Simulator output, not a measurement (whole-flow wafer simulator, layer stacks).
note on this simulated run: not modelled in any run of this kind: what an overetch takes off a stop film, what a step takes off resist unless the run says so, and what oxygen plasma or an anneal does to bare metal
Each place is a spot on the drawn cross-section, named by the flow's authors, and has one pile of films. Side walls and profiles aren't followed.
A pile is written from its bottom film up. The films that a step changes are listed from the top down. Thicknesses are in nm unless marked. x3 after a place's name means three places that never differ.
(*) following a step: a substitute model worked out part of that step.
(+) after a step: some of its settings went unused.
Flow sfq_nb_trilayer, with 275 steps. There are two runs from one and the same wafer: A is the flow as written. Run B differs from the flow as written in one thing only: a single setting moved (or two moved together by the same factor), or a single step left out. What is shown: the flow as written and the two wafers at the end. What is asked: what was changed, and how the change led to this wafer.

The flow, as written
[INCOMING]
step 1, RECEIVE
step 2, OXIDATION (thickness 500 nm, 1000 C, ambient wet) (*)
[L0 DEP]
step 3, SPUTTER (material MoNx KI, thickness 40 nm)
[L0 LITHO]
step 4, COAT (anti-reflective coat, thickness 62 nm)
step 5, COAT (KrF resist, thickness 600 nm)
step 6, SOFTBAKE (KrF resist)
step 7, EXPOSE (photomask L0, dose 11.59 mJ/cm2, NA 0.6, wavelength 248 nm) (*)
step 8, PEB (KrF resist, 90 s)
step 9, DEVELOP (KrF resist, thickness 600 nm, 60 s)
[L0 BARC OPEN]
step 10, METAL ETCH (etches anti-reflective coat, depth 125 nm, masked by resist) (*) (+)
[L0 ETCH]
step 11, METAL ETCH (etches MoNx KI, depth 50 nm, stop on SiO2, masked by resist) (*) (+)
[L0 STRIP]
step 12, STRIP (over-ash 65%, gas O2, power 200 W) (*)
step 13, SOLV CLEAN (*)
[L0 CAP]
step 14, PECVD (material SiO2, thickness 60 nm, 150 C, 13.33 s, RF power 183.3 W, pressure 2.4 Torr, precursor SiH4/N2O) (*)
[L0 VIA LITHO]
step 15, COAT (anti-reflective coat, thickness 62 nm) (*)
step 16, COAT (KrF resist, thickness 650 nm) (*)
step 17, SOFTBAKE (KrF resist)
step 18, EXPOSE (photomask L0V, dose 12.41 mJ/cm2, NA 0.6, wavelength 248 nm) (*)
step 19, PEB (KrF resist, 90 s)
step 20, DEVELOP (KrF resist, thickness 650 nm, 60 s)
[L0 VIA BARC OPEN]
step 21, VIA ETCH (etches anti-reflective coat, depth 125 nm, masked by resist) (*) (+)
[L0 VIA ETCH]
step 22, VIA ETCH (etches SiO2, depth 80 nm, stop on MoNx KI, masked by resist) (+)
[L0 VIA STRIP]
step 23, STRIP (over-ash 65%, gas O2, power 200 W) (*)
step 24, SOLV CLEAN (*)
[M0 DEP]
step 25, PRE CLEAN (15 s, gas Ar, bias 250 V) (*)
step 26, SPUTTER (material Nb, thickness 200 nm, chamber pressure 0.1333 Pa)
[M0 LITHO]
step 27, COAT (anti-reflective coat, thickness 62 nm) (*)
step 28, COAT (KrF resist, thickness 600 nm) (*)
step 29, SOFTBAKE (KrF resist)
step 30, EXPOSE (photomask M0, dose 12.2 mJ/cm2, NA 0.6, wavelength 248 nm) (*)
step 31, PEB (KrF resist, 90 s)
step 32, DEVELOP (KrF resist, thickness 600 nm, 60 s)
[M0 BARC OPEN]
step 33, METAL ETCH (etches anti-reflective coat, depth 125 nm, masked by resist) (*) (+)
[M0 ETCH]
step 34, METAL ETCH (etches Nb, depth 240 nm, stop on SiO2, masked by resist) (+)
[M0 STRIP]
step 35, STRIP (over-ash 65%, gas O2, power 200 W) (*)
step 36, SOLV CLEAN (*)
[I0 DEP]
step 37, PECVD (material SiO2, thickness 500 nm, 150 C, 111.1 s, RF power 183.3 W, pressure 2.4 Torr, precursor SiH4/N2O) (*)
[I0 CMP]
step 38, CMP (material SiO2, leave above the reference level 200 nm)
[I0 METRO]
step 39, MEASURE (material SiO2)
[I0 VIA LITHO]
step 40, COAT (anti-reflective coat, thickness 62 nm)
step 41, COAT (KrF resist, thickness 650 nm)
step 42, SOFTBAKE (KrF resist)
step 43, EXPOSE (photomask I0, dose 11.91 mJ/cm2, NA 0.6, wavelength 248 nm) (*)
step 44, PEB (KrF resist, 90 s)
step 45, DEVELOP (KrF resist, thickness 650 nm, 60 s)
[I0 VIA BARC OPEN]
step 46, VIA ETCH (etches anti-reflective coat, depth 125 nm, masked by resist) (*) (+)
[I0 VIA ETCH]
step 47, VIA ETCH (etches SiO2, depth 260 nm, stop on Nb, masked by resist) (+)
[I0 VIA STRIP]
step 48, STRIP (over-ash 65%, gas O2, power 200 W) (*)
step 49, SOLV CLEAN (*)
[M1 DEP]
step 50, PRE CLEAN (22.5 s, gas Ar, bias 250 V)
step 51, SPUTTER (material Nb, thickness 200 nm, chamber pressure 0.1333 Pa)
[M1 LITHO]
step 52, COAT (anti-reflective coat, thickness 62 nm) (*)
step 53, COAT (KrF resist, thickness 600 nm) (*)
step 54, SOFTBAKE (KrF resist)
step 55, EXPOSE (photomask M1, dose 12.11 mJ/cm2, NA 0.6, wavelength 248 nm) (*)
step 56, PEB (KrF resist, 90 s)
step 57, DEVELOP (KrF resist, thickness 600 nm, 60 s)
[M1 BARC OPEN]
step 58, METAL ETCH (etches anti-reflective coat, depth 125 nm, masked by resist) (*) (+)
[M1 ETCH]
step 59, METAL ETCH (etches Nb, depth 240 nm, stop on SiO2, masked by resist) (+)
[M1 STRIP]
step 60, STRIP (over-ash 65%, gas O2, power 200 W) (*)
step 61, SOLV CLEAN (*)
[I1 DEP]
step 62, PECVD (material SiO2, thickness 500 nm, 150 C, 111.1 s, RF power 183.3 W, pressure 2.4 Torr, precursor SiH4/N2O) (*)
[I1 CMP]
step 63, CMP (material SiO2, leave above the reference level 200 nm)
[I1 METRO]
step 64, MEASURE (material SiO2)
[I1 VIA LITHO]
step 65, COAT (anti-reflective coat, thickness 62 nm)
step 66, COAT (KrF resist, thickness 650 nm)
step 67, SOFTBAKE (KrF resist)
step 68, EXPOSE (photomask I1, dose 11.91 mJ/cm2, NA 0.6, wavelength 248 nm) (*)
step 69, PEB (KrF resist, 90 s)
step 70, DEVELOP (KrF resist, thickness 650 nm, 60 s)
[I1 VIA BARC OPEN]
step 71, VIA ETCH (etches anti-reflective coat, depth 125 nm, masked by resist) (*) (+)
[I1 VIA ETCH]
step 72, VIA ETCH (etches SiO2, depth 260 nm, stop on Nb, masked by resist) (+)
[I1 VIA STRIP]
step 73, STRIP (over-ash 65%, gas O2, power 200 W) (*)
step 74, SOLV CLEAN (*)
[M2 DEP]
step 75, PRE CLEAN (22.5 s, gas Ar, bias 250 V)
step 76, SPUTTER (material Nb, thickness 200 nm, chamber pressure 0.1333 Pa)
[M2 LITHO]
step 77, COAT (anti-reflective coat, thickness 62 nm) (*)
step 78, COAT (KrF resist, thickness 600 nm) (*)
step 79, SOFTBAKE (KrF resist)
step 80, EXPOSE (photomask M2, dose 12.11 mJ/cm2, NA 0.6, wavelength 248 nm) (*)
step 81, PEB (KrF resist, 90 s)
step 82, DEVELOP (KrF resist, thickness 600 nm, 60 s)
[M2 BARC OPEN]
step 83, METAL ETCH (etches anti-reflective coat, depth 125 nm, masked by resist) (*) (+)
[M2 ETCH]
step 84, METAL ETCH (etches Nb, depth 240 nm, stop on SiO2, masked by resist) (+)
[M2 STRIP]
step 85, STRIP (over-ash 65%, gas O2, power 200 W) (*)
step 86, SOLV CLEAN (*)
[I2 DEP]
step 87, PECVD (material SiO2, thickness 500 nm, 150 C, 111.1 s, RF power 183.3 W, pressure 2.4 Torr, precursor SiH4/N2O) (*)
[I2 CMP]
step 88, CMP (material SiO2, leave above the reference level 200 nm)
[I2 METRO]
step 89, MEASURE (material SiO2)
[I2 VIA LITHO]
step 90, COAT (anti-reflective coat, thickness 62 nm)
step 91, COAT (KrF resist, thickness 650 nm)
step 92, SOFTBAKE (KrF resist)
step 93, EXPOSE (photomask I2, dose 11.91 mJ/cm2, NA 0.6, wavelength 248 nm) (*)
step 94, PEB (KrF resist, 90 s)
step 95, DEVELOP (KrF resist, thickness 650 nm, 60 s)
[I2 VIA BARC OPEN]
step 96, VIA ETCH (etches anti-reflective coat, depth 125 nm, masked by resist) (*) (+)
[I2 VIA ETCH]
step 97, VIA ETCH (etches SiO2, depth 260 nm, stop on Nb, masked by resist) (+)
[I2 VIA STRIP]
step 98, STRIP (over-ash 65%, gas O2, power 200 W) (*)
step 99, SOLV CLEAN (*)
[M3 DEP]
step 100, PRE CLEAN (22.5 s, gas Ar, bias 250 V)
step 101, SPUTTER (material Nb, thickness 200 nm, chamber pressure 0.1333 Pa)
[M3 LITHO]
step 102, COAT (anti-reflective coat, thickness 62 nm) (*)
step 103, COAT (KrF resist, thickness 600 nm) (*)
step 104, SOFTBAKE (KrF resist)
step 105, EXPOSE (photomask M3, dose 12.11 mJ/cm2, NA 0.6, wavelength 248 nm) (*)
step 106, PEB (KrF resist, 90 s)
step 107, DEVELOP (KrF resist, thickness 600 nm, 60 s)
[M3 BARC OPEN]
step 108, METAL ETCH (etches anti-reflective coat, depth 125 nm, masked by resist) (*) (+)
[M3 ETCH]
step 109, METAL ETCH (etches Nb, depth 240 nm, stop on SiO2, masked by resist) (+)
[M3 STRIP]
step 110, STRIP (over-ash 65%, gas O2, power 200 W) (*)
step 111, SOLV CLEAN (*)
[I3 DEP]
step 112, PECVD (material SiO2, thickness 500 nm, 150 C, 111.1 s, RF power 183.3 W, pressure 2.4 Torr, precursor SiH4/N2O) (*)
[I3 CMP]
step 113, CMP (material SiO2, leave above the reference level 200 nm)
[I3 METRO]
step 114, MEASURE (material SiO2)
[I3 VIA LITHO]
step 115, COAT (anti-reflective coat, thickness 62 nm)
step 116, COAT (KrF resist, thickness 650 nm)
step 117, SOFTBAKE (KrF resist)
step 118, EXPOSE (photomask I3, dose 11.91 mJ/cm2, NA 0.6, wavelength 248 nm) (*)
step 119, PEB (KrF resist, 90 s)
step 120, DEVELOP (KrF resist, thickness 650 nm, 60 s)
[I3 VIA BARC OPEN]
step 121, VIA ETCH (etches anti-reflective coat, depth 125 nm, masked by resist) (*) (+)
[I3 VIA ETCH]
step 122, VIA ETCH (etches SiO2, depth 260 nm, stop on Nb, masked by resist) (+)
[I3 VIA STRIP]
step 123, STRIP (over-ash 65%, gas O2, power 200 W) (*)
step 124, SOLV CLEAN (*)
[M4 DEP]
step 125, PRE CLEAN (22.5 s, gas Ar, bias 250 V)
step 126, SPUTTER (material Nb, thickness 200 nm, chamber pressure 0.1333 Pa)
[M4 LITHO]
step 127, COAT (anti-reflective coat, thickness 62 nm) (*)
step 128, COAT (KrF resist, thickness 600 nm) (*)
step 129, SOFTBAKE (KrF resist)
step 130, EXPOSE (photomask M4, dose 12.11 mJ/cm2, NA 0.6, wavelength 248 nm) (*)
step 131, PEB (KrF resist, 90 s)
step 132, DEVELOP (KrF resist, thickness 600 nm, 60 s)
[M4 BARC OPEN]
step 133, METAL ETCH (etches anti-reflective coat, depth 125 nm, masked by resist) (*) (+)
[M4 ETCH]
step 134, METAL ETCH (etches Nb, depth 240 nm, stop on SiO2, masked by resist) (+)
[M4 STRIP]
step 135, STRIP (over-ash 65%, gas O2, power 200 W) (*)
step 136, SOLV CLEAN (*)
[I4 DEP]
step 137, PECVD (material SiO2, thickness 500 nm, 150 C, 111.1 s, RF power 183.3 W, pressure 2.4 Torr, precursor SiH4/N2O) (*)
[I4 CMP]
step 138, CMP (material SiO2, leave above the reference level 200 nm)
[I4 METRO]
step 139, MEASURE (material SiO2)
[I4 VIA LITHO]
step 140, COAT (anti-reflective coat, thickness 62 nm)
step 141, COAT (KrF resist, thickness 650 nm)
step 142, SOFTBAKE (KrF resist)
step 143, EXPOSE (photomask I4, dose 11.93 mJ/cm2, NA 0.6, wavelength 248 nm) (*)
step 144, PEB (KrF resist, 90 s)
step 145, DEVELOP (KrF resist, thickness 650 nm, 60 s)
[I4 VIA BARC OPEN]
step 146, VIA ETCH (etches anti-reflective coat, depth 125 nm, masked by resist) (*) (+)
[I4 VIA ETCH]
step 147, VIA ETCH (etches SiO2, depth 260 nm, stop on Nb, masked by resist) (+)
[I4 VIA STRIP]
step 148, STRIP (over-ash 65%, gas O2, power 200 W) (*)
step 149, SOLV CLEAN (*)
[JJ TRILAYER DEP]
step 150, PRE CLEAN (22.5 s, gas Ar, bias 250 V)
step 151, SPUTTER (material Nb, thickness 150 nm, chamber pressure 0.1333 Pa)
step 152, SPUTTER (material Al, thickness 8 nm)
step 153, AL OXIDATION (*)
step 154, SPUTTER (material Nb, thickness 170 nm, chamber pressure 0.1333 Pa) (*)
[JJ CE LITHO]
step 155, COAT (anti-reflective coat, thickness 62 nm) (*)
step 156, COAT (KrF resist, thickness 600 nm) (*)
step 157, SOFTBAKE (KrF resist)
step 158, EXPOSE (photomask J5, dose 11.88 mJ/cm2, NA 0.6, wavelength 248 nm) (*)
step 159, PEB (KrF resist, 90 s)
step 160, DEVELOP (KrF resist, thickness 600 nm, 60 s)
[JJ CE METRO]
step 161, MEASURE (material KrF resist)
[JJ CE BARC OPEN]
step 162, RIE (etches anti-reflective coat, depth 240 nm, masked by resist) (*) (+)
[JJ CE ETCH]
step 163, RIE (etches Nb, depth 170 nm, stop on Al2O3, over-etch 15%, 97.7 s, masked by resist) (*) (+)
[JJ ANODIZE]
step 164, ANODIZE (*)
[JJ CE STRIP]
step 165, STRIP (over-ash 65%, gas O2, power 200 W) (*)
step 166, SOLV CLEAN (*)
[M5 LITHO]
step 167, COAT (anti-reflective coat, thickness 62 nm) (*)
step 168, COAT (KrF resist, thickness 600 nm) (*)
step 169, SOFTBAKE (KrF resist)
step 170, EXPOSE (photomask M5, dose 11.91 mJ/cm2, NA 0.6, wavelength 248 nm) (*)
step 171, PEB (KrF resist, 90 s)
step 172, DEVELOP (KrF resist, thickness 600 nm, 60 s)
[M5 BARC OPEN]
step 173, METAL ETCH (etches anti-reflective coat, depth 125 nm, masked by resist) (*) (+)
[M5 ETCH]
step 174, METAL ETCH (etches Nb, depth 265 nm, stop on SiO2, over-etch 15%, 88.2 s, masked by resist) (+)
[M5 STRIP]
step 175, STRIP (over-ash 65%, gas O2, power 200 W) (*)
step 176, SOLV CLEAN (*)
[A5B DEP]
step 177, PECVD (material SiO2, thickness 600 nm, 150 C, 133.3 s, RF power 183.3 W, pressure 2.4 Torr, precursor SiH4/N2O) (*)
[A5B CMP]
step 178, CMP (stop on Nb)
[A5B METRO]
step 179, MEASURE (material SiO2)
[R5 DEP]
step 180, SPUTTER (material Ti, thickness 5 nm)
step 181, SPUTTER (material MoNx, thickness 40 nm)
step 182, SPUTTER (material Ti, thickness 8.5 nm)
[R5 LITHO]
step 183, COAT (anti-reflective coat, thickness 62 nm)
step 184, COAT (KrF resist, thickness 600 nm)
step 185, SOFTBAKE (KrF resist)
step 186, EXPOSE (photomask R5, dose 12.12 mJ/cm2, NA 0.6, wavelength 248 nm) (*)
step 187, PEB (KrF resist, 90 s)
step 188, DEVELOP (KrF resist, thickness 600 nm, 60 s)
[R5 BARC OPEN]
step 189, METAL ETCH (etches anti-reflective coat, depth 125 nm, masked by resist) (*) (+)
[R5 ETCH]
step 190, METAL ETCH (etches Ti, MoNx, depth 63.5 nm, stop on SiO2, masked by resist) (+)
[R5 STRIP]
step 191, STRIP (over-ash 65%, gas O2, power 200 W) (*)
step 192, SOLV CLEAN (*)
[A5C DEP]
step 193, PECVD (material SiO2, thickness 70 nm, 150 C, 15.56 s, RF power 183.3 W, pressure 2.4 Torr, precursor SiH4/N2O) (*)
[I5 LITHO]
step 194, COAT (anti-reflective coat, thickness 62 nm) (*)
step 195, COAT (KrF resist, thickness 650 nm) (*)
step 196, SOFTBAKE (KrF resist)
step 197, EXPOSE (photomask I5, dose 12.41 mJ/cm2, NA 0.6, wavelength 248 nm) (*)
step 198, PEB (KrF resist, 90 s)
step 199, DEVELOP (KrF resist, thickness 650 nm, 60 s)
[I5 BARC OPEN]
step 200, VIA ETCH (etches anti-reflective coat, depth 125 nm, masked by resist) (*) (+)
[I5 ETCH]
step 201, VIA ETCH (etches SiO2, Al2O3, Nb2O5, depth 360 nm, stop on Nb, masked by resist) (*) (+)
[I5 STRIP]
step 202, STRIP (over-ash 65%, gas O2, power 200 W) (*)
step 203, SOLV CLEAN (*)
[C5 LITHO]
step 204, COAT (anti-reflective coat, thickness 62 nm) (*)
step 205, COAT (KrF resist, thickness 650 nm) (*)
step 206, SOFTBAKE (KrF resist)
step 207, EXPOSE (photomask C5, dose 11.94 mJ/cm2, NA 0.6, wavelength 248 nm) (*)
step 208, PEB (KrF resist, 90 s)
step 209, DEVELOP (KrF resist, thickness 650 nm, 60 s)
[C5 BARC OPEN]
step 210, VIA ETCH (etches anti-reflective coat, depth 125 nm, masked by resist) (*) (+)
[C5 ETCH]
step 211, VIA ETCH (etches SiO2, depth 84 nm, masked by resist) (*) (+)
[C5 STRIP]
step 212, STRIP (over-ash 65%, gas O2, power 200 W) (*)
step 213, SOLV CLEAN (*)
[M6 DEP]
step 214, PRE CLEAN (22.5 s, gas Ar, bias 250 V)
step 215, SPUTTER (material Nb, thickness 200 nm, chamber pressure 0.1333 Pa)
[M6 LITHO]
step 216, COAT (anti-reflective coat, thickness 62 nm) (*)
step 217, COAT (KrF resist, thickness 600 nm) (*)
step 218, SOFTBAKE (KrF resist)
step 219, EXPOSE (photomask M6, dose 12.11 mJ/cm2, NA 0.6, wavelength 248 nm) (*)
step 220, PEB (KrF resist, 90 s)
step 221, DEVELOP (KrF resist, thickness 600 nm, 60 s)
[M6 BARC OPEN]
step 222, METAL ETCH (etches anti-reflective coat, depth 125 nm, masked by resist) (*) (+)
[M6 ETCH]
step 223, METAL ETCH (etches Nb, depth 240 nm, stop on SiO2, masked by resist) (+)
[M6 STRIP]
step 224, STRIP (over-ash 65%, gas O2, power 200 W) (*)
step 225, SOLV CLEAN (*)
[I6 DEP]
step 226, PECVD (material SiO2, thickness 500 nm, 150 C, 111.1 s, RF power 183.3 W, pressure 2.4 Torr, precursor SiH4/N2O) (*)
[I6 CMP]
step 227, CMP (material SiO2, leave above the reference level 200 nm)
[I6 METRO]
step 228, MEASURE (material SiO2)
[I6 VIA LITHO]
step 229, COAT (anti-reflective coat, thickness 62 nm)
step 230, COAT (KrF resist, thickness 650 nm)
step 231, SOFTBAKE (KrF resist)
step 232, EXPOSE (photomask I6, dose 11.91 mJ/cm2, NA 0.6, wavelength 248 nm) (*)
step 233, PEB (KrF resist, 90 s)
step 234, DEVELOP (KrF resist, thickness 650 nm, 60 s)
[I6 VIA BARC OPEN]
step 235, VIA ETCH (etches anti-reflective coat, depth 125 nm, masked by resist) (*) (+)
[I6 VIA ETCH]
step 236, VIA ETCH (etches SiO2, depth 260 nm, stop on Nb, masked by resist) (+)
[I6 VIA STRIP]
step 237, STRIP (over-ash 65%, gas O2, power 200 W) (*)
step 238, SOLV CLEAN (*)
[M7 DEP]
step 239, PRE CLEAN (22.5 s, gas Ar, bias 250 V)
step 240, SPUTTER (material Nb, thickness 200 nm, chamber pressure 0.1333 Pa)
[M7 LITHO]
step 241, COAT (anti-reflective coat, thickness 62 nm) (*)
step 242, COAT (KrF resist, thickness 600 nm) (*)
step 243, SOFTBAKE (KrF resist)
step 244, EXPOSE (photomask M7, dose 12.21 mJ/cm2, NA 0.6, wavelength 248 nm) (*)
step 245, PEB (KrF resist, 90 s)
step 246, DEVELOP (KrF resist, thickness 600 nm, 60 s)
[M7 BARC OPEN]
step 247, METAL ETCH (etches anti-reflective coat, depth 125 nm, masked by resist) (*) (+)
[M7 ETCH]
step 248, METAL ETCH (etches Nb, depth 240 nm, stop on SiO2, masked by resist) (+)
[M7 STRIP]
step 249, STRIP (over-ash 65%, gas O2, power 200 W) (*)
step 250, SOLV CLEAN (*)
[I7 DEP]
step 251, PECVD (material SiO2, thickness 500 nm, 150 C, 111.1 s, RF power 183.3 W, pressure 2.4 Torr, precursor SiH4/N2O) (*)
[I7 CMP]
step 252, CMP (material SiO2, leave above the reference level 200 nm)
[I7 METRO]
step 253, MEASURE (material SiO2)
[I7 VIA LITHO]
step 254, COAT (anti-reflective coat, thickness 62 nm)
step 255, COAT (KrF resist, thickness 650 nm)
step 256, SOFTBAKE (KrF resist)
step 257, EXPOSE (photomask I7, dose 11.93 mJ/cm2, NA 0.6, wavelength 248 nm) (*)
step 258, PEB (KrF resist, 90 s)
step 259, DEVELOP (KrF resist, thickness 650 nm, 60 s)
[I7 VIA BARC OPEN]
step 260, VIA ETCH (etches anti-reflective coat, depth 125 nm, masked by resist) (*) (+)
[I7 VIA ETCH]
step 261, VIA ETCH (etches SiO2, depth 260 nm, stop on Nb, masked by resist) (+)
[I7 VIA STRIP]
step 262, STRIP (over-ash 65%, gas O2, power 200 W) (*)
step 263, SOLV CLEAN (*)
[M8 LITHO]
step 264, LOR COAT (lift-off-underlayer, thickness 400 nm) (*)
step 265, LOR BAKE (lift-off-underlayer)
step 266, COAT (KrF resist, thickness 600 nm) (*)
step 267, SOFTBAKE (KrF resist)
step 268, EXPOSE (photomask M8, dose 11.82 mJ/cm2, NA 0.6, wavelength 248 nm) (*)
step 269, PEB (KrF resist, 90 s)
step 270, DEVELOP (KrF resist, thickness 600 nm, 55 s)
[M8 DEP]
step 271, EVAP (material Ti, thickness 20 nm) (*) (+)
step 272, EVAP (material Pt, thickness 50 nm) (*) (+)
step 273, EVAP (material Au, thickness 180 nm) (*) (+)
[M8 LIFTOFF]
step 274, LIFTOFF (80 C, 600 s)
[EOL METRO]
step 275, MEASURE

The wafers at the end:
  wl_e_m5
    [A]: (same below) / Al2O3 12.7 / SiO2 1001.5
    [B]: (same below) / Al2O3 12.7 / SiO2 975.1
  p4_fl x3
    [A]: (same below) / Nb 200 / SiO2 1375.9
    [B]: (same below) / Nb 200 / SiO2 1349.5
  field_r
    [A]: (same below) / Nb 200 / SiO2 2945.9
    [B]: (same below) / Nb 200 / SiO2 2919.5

What caused this: step 215, SPUTTER: thickness 173.6 nm was run, whereas the flow has thickness 200 nm.

Step by step, how the change led to this:
  step 215, SPUTTER (material Nb, thickness 200 nm, chamber pressure 0.1333 Pa)
      field_l, v_sur, via_wl and 100 more: A Nb gains 200 (new film) | B Nb gains 173.6 (new film)
      be: A Nb gains 147.3 | B Nb gains 128.1
      (also at 2 further places)
  step 223, METAL ETCH (etches Nb, depth 240 nm, stop on SiO2, masked by resist) (+)
      field_l, gap, moat and 76 more: A Nb loses 200 (all of it) | B Nb loses 173.6 (all of it)
  step 226, PECVD (material SiO2, thickness 500 nm, 150 C, 111.1 s, RF power 183.3 W, pressure 2.4 Torr, precursor SiH4/N2O) (*)
      gap, wl_a_sl, m6r_space_l x2: A SiO2 gains 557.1 | B SiO2 gains 530.7
  step 227, CMP (material SiO2, leave above the reference level 200 nm)
      field_l, p4_fl x3, p4_w1 x9 and 49 more: A SiO2 loses 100 | B SiO2 loses 126.4
      moat, field_r, lsp_l, ln_m5, lsp_m: A SiO2 loses 93.6 | B SiO2 loses 120.9
      (also at 8 further places)
